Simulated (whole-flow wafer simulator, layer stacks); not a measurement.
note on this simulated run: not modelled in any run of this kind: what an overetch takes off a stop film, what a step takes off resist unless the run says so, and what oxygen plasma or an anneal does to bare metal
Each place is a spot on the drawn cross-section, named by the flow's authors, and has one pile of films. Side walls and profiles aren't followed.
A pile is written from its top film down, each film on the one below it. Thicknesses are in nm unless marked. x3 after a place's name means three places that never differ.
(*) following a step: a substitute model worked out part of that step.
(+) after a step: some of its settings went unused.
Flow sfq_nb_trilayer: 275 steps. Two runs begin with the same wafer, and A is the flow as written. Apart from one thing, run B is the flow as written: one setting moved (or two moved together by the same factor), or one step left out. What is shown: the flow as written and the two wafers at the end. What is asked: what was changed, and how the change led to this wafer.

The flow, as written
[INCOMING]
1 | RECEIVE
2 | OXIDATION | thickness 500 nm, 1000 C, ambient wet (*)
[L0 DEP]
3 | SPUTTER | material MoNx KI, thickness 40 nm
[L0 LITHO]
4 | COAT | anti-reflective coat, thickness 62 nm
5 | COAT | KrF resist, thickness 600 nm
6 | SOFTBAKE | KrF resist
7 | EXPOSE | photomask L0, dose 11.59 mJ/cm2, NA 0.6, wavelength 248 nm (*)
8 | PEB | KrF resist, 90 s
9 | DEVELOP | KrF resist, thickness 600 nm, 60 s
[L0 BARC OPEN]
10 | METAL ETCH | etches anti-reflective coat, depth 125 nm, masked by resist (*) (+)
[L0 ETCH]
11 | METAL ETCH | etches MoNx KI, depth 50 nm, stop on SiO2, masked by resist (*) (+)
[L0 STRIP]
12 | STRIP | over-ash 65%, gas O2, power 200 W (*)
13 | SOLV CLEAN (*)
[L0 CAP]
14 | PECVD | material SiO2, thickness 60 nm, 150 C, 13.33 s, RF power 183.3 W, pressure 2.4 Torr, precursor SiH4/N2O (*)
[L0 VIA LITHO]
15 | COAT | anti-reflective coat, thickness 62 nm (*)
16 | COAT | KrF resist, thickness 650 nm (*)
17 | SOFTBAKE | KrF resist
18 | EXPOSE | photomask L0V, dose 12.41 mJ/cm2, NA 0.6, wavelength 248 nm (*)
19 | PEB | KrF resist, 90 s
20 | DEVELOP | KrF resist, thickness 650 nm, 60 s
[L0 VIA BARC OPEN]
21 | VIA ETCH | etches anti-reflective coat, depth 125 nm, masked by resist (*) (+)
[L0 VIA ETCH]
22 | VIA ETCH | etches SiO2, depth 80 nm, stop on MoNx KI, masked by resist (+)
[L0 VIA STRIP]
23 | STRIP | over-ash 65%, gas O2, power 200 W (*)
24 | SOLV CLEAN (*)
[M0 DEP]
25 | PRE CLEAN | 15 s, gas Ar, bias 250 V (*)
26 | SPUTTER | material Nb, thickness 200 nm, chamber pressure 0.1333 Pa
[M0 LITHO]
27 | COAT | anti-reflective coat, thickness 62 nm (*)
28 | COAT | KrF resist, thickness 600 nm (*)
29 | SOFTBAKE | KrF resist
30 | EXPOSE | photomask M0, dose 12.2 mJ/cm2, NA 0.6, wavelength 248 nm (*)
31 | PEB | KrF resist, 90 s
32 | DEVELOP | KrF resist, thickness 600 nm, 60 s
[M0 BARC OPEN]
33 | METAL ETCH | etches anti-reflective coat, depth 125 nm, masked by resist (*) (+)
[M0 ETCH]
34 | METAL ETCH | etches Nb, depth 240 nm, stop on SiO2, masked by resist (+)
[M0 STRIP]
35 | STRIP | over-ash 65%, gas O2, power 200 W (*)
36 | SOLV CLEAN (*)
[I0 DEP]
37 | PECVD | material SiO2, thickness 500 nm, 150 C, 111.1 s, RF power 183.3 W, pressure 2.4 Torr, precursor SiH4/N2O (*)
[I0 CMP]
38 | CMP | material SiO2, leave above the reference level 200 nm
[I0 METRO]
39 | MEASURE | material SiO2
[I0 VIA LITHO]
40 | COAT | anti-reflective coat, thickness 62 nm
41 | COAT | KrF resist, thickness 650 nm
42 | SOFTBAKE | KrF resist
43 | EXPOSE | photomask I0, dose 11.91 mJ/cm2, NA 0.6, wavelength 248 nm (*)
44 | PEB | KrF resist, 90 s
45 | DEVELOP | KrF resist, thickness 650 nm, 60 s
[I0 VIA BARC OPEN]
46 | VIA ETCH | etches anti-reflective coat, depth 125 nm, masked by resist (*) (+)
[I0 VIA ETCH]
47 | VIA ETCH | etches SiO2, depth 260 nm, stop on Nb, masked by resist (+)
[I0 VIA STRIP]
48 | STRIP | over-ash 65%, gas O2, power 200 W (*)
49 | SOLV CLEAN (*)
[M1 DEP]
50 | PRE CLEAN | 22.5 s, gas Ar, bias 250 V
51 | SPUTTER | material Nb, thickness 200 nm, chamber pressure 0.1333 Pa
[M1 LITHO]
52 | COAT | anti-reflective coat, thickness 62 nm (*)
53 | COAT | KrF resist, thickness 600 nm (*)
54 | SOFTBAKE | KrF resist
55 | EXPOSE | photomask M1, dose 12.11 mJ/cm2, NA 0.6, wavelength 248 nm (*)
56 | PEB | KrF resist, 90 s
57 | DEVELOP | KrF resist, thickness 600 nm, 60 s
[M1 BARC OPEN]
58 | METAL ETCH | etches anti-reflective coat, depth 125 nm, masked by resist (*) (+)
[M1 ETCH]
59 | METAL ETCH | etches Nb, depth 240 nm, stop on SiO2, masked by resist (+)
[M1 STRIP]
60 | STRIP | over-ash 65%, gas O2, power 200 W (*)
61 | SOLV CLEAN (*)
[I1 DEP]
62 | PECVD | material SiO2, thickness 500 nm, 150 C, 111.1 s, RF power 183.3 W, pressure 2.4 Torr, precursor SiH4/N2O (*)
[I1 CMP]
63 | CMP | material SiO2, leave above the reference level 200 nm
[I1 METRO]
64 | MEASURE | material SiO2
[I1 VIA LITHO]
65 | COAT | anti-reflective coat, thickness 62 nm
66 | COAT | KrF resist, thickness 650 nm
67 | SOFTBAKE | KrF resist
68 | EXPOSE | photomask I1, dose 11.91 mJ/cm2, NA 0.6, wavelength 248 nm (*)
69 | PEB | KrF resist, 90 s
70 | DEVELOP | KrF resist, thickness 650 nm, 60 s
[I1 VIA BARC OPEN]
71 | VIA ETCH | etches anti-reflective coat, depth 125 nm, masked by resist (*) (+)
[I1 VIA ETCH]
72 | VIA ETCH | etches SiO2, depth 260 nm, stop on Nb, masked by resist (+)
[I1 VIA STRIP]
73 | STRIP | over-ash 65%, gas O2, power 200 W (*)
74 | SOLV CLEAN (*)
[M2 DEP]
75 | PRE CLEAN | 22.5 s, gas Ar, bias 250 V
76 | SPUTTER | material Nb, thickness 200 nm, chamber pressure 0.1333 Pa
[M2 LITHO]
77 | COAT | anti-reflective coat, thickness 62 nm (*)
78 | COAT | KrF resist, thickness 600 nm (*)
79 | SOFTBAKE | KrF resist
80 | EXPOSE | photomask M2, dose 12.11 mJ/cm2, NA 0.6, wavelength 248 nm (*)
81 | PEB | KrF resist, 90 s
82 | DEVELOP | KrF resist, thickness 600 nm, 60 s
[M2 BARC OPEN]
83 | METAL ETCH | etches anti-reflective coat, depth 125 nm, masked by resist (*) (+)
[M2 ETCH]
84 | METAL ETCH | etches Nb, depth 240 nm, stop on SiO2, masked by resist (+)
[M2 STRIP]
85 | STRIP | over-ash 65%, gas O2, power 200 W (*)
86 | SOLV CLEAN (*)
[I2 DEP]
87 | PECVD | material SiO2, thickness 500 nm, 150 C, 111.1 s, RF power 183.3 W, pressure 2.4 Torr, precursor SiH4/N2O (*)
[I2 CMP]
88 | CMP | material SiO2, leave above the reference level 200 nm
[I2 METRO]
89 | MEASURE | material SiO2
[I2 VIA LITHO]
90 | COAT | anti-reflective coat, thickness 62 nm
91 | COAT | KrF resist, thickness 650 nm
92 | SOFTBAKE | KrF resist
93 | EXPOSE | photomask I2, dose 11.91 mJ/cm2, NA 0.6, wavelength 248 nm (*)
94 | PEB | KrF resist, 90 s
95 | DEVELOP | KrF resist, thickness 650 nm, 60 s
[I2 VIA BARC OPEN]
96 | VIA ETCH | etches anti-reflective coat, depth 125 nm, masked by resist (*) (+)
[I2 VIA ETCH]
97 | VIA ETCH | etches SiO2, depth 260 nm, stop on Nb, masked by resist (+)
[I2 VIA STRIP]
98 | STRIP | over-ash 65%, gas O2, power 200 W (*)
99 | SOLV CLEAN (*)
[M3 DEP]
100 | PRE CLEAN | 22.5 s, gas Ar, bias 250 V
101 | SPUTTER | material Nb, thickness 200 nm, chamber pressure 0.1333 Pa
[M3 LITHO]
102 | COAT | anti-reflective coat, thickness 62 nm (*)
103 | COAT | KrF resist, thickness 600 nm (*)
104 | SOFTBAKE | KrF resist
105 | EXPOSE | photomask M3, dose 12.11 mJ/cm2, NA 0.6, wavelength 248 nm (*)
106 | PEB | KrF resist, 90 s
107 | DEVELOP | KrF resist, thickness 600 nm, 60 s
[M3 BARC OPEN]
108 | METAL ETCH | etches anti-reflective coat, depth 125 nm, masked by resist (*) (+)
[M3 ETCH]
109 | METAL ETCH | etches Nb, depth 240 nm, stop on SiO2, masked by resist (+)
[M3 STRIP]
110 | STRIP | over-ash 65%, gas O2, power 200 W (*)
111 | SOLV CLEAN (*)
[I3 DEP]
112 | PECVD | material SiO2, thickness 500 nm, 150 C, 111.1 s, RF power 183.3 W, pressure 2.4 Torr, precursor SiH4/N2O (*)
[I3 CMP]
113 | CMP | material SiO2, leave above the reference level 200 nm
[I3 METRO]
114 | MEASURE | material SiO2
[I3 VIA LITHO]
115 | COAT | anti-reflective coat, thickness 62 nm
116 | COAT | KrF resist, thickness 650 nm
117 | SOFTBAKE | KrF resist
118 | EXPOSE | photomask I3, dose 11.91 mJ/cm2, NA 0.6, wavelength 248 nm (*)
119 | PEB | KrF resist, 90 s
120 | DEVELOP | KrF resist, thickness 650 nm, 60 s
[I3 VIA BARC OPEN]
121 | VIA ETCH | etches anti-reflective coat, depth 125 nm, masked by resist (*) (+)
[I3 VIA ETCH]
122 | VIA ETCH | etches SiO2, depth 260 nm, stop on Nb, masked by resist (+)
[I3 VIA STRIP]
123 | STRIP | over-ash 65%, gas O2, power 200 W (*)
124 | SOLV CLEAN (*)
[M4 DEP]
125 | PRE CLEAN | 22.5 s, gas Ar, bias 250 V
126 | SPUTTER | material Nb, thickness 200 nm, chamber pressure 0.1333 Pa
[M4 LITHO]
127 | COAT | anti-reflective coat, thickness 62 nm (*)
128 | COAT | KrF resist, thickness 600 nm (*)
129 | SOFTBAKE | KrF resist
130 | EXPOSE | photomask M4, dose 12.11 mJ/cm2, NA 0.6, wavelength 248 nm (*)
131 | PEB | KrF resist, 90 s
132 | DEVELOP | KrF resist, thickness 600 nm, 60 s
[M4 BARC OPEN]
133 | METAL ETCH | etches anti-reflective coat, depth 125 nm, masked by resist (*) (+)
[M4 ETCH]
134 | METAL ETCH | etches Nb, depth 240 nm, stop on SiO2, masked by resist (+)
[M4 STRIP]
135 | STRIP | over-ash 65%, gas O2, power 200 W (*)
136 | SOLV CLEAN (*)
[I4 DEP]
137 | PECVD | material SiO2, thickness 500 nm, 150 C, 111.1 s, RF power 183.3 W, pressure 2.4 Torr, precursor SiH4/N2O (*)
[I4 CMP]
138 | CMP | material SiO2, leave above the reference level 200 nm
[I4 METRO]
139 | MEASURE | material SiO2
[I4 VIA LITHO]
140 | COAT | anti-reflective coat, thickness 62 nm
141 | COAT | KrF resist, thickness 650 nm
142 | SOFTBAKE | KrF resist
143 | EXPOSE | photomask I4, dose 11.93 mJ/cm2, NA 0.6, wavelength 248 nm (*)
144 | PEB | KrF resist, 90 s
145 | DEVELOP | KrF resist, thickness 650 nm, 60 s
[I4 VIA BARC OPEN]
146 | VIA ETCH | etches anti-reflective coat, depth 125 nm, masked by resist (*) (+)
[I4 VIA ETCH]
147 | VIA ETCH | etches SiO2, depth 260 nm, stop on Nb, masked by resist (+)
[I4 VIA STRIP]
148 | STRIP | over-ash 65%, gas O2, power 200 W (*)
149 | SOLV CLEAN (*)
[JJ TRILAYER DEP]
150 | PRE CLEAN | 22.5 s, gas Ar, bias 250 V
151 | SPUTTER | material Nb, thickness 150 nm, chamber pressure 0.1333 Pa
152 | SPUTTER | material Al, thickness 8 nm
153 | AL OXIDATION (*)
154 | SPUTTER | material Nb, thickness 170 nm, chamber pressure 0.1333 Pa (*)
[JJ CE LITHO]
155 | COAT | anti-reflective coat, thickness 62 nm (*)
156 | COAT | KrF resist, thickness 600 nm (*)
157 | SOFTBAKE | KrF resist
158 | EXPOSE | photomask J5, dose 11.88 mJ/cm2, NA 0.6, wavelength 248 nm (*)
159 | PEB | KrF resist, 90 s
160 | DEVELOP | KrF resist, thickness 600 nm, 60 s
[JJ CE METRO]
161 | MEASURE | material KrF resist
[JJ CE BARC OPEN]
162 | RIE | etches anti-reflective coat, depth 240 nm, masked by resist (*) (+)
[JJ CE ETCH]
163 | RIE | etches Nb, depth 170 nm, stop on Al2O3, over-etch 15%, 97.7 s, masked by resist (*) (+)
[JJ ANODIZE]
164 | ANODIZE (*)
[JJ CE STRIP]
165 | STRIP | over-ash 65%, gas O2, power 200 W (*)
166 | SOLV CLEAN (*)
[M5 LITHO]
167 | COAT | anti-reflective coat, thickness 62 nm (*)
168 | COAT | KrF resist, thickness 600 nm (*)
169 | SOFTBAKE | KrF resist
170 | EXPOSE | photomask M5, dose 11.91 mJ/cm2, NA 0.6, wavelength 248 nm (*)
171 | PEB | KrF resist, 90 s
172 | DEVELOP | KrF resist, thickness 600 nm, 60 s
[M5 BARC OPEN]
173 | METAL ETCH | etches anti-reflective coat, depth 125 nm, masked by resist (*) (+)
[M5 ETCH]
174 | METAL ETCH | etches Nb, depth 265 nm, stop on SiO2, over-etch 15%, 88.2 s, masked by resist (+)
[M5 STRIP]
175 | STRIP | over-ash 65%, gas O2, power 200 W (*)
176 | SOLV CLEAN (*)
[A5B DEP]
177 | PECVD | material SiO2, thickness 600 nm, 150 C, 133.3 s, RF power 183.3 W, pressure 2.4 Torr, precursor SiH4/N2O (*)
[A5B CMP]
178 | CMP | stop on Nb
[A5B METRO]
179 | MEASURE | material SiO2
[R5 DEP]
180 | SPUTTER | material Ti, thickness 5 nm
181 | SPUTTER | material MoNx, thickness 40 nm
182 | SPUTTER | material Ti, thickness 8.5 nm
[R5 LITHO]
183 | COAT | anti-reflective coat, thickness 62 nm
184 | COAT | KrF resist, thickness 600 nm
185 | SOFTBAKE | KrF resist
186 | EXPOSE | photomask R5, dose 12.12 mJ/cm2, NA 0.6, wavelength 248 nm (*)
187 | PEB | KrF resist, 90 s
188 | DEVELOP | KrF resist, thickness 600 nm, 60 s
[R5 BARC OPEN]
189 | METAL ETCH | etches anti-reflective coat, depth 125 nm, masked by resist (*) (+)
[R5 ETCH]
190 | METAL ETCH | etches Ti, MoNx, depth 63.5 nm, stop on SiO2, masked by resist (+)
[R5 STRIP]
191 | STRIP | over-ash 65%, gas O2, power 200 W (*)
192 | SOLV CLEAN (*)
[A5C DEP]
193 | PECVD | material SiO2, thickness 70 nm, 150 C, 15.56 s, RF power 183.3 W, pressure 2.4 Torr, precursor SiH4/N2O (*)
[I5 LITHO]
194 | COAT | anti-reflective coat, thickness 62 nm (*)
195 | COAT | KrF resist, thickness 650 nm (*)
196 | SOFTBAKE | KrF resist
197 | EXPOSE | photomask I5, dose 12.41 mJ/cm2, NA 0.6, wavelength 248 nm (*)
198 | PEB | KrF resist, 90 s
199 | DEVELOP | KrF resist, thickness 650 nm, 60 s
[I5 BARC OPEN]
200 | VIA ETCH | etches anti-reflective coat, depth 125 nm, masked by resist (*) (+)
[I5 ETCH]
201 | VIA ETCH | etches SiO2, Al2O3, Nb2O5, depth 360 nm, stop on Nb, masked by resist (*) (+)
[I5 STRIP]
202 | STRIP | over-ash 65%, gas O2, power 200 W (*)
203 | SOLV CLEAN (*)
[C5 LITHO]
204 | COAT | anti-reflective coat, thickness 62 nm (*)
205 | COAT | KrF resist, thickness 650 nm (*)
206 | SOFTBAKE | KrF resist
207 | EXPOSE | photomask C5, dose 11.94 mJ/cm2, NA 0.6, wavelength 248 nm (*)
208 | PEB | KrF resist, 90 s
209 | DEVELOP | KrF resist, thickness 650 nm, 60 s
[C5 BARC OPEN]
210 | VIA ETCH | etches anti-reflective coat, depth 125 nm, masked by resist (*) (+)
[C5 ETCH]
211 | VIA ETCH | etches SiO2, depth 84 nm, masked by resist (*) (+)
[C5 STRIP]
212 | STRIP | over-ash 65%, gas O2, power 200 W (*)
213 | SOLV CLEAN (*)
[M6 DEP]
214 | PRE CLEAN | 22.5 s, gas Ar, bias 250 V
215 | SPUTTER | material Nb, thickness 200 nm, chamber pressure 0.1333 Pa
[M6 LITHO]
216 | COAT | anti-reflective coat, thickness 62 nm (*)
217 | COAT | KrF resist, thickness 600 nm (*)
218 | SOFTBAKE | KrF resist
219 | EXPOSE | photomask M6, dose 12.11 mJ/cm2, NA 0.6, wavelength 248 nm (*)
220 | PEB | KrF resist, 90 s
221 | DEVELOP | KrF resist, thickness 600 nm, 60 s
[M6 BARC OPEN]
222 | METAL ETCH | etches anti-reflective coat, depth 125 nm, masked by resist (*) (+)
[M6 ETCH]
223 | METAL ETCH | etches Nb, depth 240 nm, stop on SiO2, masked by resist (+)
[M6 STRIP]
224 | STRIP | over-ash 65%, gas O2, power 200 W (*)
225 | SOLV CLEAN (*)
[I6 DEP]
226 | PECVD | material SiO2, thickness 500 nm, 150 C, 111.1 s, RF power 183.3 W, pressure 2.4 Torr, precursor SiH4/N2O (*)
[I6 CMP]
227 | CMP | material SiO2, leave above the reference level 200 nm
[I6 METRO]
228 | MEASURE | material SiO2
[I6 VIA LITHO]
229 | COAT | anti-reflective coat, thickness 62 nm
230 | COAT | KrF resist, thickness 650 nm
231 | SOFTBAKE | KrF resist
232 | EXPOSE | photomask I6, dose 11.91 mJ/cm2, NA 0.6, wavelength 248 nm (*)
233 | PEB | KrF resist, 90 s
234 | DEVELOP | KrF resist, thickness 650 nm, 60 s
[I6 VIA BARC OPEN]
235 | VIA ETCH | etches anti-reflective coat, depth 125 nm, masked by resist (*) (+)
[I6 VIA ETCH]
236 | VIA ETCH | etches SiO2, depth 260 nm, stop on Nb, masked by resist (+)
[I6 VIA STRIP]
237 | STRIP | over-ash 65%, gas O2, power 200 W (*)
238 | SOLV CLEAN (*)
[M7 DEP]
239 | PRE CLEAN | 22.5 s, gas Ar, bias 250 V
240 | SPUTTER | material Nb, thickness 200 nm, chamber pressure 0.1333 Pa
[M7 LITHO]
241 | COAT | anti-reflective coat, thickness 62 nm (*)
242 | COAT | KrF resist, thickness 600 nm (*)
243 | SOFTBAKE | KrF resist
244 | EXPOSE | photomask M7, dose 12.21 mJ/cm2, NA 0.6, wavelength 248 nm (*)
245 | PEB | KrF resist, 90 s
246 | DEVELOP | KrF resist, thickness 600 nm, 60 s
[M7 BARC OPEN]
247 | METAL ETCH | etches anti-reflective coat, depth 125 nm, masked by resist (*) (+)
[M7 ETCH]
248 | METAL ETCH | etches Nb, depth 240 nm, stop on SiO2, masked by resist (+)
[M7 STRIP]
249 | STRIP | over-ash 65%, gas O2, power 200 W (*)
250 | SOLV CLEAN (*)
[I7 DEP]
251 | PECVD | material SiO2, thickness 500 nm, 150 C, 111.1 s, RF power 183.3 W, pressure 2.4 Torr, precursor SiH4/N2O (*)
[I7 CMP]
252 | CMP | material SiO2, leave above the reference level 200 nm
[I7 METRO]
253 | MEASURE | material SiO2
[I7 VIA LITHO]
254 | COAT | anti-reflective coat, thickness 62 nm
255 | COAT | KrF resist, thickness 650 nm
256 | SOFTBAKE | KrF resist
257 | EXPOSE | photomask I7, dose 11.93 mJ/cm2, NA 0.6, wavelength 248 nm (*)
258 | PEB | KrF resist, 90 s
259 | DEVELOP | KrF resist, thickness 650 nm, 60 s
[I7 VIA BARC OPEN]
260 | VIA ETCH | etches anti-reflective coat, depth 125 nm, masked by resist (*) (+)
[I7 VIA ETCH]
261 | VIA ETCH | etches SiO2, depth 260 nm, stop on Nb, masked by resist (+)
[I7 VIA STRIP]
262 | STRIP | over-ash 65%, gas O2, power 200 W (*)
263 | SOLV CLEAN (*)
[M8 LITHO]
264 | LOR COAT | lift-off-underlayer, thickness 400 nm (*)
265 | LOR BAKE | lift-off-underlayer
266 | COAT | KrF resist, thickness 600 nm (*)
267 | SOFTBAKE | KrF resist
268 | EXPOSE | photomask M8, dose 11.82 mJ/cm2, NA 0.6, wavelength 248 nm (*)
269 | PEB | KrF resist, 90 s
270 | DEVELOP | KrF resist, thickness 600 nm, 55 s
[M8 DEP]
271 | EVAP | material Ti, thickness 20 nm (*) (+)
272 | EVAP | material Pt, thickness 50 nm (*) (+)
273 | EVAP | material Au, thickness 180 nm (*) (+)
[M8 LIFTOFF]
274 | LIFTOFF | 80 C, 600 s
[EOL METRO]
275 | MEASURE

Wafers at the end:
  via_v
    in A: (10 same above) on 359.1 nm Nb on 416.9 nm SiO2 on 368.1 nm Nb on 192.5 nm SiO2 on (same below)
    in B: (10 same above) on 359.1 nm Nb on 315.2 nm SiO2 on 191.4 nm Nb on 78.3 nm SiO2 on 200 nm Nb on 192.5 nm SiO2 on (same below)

The reason: step 72, VIA ETCH: depth 114 nm was run, though the flow has depth 260 nm.

How this came from the change, step by step:
  72 | VIA ETCH | etches SiO2, depth 260 nm, stop on Nb, masked by resist (+)
      via_v: A SiO2 loses 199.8 (all of it) | B SiO2 loses 114
      field_l, v_sur, via_wl and 102 more: A KrF resist loses 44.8 | B KrF resist loses 19.7
  73 | STRIP | over-ash 65%, gas O2, power 200 W (*)
      field_l, v_sur, via_wl and 102 more: A KrF resist loses 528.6 (all of it), anti-reflective coat loses 62 (all of it) | B KrF resist loses 553.8 (all of it), anti-reflective coat loses 62 (all of it)
  75 | PRE CLEAN | 22.5 s, gas Ar, bias 250 V
      via_v: A Nb loses 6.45 | B SiO2 loses 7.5
  76 | SPUTTER | material Nb, thickness 200 nm, chamber pressure 0.1333 Pa
      via_v: A Nb gains 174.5 | B Nb gains 191.4 (new film)
  77 | COAT | anti-reflective coat, thickness 62 nm (*)
      via_sp: A anti-reflective coat gains 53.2 (new film) | B anti-reflective coat gains 51.3 (new film)
      via_v: A anti-reflective coat gains 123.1 (new film) | B anti-reflective coat gains 109.5 (new film)
      (and at 1 other place as well)
  78 | COAT | KrF resist, thickness 600 nm (*)
      via_v: A KrF resist gains 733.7 (new film) | B KrF resist gains 658.6 (new film)
  85 | STRIP | over-ash 65%, gas O2, power 200 W (*)
      via_sp: A KrF resist loses 374.4 (all of it), anti-reflective coat loses 53.2 (all of it) | B KrF resist loses 382.6 (all of it), anti-reflective coat loses 51.3 (all of it)
      via_v: A KrF resist loses 515.8 (all of it), anti-reflective coat loses 123.1 (all of it) | B KrF resist loses 440.8 (all of it), anti-reflective coat loses 109.5 (all of it)
      (and at 1 other place as well)
  87 | PECVD | material SiO2, thickness 500 nm, 150 C, 111.1 s, RF power 183.3 W, pressure 2.4 Torr, precursor SiH4/N2O (*)
      via_v: A SiO2 gains 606 (new film) | B SiO2 gains 500 (new film)
  88 | CMP | material SiO2, leave above the reference level 200 nm
      via_v: A SiO2 loses 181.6 | B SiO2 loses 177.3
With metal films that touch counted as one body, via_v has 7 bodies (between them, from the top down: SiO2 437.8; SiO2 209 / Al2O3 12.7 / Nb2O5 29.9; SiO2 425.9; SiO2 315.2; SiO2 78.3; SiO2 192.5); the flow as written gives 6 bodies (between them, from the top down: SiO2 437.8; SiO2 209 / Al2O3 12.7 / Nb2O5 29.9; SiO2 425.9; SiO2 416.9; SiO2 192.5).
